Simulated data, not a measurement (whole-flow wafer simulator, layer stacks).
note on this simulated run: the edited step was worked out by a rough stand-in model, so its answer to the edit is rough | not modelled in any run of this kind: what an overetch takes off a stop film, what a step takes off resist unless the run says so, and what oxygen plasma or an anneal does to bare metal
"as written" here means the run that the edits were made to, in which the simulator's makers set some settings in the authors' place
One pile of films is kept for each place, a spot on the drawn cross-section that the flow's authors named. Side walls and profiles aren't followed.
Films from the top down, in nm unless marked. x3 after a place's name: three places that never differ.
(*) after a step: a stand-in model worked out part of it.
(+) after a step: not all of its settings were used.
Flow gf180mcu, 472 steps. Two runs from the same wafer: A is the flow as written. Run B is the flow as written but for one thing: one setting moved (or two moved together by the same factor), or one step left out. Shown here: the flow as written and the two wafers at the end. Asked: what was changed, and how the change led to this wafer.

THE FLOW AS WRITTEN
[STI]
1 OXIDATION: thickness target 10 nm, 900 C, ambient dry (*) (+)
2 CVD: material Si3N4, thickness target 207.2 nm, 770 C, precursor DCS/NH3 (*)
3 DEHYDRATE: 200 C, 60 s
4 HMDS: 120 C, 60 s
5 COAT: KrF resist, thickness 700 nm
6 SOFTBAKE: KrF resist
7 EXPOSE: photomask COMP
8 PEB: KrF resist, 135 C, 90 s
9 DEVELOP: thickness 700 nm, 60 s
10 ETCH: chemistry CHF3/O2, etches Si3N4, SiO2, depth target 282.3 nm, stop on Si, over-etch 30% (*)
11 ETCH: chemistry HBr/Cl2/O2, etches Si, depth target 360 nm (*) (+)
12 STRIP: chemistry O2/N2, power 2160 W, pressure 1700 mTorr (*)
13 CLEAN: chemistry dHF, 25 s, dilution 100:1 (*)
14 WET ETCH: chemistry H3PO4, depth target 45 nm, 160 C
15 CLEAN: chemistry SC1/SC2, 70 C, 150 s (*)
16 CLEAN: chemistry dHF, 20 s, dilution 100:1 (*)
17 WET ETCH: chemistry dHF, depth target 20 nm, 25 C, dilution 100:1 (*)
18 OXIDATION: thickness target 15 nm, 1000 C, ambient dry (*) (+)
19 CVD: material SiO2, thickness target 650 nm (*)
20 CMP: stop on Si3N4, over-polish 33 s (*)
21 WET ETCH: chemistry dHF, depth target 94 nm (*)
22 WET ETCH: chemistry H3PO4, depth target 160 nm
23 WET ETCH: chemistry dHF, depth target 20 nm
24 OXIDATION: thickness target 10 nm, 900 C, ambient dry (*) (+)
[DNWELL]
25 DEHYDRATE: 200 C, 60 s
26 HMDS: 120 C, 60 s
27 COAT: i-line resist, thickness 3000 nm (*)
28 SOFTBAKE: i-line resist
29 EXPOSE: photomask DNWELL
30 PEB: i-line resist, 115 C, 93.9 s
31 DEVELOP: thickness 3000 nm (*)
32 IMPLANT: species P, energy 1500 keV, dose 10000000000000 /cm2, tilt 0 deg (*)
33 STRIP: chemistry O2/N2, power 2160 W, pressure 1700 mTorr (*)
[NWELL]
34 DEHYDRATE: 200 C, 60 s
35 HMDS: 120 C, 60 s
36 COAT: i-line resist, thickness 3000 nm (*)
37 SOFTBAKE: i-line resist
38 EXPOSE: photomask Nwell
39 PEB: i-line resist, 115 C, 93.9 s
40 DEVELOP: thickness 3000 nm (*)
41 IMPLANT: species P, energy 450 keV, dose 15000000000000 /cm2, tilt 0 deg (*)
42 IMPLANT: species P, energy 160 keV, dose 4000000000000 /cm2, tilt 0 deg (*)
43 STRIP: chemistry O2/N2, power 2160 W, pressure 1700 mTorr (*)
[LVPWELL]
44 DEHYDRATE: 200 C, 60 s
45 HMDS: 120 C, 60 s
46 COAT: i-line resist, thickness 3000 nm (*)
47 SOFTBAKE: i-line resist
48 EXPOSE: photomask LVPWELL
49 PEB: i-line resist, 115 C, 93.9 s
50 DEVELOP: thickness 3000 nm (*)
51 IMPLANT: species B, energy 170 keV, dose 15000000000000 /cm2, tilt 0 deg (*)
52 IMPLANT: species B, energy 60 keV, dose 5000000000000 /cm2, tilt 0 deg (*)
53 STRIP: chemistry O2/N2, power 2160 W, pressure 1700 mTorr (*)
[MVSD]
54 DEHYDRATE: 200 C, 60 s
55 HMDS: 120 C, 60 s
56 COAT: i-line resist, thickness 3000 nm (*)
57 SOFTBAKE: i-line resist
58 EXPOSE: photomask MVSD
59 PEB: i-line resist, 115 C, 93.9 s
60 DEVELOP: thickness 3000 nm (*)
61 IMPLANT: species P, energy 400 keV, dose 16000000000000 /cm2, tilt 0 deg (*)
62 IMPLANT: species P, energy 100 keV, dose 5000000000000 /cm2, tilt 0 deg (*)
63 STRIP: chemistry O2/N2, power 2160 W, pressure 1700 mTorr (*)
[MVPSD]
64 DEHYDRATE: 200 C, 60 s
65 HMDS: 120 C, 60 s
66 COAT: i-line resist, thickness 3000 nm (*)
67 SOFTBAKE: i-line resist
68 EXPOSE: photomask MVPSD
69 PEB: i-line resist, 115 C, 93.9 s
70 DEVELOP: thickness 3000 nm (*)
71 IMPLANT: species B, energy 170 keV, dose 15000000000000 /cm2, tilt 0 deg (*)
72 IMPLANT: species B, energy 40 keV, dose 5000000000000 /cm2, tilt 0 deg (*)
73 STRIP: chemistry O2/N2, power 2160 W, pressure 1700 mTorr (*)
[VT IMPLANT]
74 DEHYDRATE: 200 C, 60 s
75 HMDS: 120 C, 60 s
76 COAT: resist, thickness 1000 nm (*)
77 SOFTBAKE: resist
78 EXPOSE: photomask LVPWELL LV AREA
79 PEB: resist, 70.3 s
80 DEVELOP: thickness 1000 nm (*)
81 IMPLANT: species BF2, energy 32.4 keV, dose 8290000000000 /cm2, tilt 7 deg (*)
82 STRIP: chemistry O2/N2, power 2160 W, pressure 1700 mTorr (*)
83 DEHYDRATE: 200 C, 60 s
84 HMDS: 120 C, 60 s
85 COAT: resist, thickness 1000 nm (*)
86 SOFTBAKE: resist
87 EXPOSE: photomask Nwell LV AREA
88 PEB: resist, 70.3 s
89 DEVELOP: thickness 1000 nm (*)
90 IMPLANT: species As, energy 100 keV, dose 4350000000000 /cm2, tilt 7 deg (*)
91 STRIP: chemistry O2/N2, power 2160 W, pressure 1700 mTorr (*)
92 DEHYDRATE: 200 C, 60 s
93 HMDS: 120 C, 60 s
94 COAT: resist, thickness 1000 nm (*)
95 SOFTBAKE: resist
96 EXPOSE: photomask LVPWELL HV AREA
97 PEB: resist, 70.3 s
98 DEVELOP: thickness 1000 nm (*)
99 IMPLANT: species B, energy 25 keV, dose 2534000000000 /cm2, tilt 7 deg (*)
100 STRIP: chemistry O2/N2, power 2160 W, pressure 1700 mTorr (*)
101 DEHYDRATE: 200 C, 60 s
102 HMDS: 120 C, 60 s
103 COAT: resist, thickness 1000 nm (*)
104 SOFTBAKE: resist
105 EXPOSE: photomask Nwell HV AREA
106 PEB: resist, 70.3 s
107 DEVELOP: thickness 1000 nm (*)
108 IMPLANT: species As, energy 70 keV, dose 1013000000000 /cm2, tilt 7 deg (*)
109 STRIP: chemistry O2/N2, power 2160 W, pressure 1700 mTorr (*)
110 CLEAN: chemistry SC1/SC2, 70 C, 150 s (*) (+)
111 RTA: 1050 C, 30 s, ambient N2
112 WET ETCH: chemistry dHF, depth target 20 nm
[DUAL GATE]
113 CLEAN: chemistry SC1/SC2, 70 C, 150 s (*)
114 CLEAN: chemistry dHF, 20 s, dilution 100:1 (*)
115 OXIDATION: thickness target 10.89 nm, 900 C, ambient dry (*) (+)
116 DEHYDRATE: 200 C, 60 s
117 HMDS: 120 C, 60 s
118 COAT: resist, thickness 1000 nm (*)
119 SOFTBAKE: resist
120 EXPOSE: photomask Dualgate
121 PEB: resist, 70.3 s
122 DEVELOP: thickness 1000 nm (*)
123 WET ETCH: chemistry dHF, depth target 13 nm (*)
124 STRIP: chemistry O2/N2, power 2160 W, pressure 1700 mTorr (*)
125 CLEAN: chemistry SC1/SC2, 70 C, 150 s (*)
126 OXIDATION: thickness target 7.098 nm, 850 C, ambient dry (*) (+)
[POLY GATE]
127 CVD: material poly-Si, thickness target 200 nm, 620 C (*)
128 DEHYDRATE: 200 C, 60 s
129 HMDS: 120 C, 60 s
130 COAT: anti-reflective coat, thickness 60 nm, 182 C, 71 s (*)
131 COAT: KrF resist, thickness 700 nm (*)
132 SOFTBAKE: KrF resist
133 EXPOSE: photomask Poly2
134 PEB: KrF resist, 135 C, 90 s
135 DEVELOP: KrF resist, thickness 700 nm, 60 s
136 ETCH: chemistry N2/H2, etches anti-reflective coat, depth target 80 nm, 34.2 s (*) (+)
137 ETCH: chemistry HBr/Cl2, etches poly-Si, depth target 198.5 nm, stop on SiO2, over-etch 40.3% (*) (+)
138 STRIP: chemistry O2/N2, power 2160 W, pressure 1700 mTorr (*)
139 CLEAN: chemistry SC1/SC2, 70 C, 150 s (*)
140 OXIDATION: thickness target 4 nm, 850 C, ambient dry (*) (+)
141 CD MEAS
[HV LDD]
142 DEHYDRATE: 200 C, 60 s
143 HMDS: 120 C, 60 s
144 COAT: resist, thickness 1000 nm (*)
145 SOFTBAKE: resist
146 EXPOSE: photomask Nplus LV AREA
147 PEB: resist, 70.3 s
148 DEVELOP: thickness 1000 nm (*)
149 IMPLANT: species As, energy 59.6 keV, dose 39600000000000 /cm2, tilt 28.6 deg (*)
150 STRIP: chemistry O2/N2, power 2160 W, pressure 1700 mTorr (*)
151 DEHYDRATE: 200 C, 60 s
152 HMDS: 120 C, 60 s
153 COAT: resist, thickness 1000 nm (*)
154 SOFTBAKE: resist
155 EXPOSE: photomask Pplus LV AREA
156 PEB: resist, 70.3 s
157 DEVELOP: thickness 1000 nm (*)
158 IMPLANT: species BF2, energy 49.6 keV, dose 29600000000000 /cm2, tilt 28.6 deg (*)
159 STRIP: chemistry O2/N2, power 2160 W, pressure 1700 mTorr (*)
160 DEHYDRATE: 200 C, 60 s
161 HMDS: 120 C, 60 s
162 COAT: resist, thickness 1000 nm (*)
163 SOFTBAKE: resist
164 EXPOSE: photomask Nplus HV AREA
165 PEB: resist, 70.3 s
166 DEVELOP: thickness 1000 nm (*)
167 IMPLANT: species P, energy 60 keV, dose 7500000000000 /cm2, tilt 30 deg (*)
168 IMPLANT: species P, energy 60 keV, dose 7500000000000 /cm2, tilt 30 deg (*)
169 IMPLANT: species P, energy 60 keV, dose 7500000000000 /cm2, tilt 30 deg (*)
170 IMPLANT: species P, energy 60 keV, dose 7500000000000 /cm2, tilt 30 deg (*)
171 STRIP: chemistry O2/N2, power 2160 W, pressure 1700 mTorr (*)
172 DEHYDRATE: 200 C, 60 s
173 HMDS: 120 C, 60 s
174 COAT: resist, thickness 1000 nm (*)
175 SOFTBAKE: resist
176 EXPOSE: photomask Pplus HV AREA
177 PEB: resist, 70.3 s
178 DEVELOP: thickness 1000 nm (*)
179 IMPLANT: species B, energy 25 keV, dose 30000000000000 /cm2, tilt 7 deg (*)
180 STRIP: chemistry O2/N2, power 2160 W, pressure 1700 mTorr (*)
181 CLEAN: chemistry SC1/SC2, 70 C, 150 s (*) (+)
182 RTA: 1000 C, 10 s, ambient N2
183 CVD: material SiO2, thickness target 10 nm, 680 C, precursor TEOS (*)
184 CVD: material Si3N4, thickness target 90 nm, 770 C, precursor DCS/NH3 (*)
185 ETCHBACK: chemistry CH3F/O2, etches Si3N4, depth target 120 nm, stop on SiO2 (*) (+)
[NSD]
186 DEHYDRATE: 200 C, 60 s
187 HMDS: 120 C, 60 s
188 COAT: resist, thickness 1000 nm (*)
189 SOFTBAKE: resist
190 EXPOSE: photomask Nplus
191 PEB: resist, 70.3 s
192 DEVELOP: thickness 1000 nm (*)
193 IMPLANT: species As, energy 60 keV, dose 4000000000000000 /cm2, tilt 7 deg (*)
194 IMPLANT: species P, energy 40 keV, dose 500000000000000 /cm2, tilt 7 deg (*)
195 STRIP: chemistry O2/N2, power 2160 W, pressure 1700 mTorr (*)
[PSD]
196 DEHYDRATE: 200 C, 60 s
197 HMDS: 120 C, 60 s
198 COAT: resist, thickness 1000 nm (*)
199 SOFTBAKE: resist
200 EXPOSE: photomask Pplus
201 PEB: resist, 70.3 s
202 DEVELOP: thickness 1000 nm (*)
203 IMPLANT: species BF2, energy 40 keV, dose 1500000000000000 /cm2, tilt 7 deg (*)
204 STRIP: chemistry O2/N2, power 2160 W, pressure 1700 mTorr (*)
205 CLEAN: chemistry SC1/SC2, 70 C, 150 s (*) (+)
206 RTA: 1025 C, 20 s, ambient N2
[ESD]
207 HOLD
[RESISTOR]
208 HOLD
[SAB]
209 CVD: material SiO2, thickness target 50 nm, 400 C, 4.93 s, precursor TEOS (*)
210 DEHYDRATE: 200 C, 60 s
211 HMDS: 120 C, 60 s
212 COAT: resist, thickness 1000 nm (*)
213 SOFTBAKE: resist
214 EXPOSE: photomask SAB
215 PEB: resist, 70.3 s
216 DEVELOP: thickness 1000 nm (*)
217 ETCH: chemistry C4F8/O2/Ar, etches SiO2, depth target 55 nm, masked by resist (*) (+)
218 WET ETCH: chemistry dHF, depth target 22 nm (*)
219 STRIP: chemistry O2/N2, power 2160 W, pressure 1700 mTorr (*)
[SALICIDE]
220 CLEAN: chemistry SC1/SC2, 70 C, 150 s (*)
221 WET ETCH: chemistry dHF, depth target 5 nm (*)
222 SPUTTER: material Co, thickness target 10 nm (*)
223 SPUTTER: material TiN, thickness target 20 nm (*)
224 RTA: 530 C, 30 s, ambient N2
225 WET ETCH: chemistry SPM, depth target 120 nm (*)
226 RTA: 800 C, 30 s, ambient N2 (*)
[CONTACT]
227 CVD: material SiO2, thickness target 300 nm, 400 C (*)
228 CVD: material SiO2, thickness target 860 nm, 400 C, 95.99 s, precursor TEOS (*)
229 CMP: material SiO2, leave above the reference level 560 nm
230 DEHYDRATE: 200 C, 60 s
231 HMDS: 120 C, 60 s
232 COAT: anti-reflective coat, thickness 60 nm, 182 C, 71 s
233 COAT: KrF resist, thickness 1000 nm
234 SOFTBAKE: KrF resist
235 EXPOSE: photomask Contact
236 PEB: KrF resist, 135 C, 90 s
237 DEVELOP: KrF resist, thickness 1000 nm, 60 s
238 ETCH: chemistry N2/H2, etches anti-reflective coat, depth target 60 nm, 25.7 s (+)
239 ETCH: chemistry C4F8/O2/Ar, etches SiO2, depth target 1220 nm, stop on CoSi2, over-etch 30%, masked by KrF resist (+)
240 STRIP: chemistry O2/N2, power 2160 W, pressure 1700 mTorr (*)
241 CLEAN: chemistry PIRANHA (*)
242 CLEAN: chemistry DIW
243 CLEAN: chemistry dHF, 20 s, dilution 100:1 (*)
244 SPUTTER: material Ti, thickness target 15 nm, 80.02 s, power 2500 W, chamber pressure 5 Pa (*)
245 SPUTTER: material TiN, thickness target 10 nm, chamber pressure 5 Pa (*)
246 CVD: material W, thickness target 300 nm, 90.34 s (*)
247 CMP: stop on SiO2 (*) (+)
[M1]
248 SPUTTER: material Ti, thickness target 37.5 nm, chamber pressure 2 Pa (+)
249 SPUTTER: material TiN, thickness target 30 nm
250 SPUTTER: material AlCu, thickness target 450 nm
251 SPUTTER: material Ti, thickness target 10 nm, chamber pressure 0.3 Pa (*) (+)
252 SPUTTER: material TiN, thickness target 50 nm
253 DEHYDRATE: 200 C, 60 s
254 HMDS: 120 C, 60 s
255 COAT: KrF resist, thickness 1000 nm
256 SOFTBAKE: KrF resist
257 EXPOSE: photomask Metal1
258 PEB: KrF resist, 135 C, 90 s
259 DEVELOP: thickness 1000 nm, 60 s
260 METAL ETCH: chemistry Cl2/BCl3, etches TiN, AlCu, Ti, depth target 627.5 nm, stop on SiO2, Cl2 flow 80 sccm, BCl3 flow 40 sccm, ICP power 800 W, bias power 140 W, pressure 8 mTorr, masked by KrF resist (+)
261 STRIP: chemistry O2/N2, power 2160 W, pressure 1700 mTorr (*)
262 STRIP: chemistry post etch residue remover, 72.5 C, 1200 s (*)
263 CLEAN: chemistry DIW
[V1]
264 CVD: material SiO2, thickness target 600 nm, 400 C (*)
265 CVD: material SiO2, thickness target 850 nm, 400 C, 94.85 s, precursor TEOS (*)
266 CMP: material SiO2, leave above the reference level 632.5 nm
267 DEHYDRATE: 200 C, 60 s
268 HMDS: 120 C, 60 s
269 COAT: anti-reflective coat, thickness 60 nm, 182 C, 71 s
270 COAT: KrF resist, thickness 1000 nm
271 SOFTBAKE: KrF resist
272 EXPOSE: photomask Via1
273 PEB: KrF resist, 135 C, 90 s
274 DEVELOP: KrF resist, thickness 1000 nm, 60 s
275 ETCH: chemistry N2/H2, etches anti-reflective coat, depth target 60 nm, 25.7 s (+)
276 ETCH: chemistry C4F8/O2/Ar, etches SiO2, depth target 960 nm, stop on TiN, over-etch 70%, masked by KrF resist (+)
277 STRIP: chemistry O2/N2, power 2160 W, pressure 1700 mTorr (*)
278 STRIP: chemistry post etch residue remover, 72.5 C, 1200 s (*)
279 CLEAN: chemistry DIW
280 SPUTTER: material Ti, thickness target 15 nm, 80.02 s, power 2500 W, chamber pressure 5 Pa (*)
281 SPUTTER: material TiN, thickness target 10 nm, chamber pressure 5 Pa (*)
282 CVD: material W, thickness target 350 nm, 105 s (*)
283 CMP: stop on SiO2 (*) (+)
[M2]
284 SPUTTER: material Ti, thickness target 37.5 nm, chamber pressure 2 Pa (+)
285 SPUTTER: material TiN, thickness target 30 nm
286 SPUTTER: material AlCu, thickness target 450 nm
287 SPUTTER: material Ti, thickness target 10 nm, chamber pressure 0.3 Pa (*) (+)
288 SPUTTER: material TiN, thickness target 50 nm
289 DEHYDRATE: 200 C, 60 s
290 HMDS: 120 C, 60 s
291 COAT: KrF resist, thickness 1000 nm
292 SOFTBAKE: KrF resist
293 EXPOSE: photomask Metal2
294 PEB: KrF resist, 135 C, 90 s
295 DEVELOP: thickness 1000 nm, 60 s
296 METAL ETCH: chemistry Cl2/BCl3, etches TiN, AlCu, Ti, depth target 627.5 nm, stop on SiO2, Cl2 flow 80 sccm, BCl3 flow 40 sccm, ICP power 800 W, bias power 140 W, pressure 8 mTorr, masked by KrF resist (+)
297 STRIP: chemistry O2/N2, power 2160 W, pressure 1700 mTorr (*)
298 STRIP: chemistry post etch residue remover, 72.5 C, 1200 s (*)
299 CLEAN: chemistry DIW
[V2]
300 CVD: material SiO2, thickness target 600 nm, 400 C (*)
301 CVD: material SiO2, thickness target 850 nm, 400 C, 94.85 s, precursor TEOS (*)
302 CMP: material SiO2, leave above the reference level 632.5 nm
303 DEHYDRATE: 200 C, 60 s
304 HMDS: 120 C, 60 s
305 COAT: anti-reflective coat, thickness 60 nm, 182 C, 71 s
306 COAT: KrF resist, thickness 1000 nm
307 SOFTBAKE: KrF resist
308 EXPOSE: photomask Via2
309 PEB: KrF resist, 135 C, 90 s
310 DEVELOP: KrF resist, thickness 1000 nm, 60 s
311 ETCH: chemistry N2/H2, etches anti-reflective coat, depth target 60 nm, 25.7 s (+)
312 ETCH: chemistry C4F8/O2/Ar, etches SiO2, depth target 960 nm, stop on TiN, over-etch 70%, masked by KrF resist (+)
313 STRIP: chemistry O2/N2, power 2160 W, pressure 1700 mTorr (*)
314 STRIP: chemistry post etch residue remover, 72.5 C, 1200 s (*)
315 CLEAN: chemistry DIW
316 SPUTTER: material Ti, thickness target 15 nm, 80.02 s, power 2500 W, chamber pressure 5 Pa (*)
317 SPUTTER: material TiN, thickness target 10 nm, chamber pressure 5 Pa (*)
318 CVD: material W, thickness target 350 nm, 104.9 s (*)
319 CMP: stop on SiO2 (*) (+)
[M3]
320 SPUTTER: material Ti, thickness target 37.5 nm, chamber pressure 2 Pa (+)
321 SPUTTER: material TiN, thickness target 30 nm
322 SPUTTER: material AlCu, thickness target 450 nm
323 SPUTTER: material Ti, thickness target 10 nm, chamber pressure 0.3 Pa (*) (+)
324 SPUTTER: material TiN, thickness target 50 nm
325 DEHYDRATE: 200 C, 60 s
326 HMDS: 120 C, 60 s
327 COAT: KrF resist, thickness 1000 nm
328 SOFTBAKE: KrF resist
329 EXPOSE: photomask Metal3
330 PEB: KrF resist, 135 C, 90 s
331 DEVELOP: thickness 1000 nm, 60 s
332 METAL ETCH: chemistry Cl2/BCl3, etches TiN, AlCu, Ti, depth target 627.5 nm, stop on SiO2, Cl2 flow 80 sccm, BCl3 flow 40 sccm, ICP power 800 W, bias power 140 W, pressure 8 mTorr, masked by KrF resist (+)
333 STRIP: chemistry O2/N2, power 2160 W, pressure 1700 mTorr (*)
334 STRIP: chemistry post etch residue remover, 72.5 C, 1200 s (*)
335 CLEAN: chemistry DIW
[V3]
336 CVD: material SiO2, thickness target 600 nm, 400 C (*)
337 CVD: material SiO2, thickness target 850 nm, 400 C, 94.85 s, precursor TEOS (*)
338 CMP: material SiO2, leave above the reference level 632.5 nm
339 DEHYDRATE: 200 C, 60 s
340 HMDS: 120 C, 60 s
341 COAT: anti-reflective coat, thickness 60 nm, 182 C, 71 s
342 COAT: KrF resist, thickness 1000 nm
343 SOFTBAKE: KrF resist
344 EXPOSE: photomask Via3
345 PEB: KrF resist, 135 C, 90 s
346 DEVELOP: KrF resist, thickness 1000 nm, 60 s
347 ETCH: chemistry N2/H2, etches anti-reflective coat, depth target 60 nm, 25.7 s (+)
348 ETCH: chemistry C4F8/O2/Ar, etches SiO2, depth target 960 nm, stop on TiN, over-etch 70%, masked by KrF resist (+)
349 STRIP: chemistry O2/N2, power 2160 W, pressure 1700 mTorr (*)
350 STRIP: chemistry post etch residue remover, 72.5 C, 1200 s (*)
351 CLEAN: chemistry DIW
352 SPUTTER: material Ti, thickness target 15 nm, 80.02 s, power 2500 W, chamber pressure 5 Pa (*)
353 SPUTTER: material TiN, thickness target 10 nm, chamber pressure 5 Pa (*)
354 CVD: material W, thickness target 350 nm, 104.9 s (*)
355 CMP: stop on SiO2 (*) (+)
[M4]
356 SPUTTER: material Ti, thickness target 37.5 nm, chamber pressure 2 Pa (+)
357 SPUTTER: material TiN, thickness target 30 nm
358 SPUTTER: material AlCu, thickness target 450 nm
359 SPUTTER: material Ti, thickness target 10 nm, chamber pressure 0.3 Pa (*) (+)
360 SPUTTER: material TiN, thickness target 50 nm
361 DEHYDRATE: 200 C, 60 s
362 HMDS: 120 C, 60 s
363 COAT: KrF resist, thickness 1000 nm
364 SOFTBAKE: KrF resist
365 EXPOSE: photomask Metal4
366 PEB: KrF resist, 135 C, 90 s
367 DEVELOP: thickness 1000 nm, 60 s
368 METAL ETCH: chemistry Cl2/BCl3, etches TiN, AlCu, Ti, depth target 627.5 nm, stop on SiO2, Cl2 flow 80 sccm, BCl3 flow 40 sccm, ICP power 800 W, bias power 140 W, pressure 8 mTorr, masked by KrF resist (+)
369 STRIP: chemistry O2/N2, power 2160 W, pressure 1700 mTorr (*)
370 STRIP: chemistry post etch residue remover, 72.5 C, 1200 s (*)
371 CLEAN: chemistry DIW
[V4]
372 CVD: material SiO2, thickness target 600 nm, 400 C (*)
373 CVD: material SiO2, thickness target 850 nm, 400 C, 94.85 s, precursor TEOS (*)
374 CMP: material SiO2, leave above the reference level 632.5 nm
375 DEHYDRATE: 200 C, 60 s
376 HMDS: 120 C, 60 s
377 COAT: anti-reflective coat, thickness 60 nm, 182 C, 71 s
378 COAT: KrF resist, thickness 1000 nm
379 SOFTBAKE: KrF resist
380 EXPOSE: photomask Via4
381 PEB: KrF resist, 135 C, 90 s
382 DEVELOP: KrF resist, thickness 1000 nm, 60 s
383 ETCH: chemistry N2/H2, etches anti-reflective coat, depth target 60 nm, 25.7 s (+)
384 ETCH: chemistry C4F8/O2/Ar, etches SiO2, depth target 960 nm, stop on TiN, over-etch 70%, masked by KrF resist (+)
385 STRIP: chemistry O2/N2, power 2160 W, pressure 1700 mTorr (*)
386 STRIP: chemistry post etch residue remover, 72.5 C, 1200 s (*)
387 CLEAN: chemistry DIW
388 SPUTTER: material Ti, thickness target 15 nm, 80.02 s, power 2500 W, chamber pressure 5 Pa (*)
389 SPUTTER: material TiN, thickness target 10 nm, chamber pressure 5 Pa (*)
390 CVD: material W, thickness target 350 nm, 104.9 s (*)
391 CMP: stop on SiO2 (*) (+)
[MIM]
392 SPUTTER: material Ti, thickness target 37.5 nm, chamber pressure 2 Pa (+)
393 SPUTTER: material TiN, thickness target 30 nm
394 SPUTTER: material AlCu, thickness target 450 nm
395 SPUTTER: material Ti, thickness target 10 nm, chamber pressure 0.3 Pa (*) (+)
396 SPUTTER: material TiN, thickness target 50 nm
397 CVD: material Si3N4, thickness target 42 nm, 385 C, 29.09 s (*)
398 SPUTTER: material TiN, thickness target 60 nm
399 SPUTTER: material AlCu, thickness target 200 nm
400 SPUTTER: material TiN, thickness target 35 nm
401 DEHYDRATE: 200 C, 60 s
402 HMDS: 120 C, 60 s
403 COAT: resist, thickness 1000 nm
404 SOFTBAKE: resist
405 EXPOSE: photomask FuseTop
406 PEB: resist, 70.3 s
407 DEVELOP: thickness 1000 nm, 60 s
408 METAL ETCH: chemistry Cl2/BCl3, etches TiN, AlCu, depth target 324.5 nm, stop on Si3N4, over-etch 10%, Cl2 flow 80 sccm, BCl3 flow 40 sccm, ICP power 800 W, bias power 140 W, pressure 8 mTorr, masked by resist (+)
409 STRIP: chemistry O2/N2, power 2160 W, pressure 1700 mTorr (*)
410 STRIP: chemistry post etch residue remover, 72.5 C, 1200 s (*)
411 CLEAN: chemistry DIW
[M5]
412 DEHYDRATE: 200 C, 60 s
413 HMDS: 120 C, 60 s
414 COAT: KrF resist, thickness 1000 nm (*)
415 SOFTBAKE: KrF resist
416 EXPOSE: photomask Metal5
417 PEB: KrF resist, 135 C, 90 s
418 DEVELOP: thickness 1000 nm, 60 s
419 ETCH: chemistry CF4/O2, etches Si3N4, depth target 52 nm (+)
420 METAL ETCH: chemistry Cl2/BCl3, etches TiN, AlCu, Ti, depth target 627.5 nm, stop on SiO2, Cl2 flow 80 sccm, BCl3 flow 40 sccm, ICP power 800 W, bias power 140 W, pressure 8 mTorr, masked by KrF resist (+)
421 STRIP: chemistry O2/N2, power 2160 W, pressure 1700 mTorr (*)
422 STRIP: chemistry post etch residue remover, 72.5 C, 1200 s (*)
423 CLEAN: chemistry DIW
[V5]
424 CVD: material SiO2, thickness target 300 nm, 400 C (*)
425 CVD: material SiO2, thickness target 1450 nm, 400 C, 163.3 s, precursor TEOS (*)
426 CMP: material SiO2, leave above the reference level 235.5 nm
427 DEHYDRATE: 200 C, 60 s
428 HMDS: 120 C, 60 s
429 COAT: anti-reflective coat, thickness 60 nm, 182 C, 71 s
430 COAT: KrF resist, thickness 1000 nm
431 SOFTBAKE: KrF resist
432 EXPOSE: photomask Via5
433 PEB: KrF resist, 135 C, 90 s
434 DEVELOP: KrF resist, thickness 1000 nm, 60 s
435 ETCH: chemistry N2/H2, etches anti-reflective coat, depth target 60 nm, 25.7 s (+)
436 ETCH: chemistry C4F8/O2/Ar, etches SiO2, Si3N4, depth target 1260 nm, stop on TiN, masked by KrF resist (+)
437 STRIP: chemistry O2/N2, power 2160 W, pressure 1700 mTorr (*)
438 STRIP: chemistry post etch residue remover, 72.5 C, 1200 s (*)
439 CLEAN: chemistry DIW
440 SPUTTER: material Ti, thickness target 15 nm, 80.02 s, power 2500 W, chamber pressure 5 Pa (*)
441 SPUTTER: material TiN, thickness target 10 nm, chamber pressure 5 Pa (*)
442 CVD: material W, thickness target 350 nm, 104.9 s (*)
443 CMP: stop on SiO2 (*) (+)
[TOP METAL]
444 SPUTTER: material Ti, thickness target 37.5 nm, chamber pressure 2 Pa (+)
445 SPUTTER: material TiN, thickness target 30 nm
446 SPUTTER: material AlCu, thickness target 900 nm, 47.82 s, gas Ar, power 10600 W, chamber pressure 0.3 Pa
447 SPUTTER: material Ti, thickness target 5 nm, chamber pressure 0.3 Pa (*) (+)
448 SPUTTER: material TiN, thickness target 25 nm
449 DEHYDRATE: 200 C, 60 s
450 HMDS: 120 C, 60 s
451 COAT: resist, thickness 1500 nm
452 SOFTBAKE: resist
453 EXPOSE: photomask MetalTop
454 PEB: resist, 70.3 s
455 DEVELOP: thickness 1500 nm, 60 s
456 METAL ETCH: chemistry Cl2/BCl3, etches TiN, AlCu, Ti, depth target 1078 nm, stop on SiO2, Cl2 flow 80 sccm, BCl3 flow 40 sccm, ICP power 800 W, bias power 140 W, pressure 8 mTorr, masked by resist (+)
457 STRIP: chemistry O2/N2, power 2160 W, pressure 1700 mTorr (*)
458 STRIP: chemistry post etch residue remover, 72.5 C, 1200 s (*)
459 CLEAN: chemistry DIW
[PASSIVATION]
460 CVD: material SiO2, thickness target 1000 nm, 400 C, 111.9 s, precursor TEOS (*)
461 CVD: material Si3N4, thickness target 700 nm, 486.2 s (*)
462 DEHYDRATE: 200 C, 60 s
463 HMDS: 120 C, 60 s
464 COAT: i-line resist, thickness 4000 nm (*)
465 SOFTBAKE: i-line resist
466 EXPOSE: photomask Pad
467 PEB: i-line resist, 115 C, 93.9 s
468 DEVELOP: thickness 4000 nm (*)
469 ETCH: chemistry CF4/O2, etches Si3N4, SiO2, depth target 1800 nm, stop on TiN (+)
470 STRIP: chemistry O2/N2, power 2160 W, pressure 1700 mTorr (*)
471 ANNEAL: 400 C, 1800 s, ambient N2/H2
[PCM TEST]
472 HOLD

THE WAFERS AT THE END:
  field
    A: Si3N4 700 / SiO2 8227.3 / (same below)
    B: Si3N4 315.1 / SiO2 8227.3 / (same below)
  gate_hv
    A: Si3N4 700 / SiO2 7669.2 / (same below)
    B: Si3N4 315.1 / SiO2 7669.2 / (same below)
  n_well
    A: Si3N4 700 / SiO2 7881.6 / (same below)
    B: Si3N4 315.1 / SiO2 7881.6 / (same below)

The cause: step 461, CVD: thickness target 315 nm was run, where the flow has thickness target 700 nm; step 461, CVD: 218.8 s was run, where the flow has 486.2 s.

How the change led to this, step by step:
  461 CVD: material Si3N4, thickness target 700 nm, 486.2 s (*)
      field, field__w1, field__w2 and 109 more: A Si3N4 +700 (new film) | B Si3N4 +315.1 (new film)
  465 SOFTBAKE: i-line resist
      field__w11, field__w13: A i-line resist +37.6 | B i-line resist +35.6
      ld_acc_p, ld_fp_p: A i-line resist +33.8 | B i-line resist +31.7
      (and at 55 more places)
  469 ETCH: chemistry CF4/O2, etches Si3N4, SiO2, depth target 1800 nm, stop on TiN (+)
      pad: A Si3N4 -700 (all of it), SiO2 -1000 (all of it) | B Si3N4 -315.1 (all of it), SiO2 -1000 (all of it)
